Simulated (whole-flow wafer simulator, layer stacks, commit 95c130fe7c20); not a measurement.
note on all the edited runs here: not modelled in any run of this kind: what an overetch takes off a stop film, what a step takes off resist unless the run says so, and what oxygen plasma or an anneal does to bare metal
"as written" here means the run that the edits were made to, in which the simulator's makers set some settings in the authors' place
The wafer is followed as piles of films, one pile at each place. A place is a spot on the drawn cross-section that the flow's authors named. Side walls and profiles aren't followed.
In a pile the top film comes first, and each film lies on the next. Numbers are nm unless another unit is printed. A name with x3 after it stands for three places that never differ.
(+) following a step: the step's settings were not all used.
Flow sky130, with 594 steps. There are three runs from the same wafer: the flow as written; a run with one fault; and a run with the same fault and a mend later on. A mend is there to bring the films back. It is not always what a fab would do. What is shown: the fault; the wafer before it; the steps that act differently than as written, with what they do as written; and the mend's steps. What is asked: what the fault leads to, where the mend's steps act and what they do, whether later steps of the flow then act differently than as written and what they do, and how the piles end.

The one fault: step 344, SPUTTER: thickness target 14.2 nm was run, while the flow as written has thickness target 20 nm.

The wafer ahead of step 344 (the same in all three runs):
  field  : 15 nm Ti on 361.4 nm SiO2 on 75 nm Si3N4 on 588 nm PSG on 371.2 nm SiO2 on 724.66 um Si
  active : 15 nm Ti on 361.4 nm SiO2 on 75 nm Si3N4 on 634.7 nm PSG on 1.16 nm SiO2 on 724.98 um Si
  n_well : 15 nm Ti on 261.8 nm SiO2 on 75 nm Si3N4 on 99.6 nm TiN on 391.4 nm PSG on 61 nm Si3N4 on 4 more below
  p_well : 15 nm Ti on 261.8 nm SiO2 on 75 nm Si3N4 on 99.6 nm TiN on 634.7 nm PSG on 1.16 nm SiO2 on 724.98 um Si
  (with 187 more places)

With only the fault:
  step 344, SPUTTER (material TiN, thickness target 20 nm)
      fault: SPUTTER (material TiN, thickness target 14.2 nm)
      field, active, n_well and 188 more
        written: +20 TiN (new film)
        fault: +14.2 TiN (new film)
  Steps further on in the flow that do not act as written (10 more steps, not shown, differ only slightly: by at most 2% or 0.5 nm, whichever is larger):
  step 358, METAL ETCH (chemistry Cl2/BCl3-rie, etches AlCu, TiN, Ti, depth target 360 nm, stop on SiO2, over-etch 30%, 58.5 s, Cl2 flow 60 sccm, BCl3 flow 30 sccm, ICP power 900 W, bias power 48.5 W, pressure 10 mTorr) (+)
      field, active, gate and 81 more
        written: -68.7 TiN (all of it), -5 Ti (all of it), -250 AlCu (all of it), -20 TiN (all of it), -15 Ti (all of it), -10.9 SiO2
        fault: -68.7 TiN (all of it), -5 Ti (all of it), -250 AlCu (all of it), -14.2 TiN (all of it), -15 Ti (all of it), -11.5 SiO2
  At n_well, p_well, gate_hv and 104 more, the piles at the end differ from the flow's by more than 2% or 0.5 nm, whichever is larger.
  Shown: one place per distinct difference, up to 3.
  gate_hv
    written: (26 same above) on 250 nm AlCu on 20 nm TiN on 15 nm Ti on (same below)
    fault: (26 same above) on 250 nm AlCu on 14.2 nm TiN on 15 nm Ti on (same below)
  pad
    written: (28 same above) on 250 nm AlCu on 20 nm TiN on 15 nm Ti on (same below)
    fault: (28 same above) on 250 nm AlCu on 14.2 nm TiN on 15 nm Ti on (same below)
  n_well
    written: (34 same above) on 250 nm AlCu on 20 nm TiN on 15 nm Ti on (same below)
    fault: (34 same above) on 250 nm AlCu on 14.2 nm TiN on 15 nm Ti on (same below)

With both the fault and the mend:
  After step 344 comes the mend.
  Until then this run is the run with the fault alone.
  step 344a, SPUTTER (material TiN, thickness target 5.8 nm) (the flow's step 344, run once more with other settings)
      field, active, n_well and 188 more
        +5.8 TiN
  Every later step of the flow that is run acts as written at every place that is followed.
  By the end, the piles equal the flow's at every place that both follow.
